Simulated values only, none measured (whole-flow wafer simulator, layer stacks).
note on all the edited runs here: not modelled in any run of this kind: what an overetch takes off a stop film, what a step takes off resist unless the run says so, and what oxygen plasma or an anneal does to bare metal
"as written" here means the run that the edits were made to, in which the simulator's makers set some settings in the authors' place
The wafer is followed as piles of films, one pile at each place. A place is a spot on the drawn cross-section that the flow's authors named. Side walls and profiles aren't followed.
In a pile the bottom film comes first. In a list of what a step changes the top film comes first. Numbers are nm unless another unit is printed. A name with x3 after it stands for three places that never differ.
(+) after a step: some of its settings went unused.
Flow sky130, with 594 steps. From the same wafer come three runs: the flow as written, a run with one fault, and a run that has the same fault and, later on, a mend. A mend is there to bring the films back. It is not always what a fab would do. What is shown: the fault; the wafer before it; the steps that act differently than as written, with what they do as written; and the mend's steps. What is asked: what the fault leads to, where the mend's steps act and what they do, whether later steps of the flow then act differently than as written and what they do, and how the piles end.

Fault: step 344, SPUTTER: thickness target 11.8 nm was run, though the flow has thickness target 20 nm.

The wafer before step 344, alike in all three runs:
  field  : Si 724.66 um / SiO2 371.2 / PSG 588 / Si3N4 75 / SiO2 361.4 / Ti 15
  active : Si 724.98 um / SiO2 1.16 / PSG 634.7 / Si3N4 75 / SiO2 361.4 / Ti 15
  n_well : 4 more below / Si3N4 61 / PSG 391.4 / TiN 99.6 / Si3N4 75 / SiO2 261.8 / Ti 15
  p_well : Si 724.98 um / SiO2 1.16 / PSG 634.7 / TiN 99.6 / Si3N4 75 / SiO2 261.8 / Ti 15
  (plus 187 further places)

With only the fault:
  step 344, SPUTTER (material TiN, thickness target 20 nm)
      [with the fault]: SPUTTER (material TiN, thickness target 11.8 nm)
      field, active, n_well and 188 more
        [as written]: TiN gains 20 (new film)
        [with the fault]: TiN gains 11.8 (new film)
  Later steps of the flow acting differently than as written (10 other steps are not shown; they differ only slightly, by no more than 2% or 0.5 nm, whichever is larger):
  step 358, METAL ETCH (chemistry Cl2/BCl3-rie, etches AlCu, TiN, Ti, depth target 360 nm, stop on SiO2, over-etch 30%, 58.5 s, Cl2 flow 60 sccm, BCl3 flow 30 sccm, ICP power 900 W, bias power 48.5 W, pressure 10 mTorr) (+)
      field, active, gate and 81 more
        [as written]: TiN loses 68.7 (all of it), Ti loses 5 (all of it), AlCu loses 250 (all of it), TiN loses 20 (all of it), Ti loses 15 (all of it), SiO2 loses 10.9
        [with the fault]: TiN loses 68.7 (all of it), Ti loses 5 (all of it), AlCu loses 250 (all of it), TiN loses 11.8 (all of it), Ti loses 15 (all of it), SiO2 loses 11.8
  By the end, the piles at n_well, p_well, gate_hv and 104 more depart from the flow's by more than 2% or 0.5 nm, whichever is larger.
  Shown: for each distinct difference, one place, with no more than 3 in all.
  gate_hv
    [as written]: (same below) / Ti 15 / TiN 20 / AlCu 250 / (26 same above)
    [with the fault]: (same below) / Ti 15 / TiN 11.8 / AlCu 250 / (26 same above)
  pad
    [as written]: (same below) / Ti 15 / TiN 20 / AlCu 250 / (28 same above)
    [with the fault]: (same below) / Ti 15 / TiN 11.8 / AlCu 250 / (28 same above)
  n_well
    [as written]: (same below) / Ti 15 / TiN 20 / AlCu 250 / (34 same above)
    [with the fault]: (same below) / Ti 15 / TiN 11.8 / AlCu 250 / (34 same above)

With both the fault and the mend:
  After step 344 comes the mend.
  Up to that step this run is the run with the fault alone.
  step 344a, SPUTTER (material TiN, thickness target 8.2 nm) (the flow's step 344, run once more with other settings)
      field, active, n_well and 188 more
        TiN gains 8.2
  Later steps of the flow that are run all act as written at every place that is followed.
  At every place that both follow, the piles at the end match the flow's.
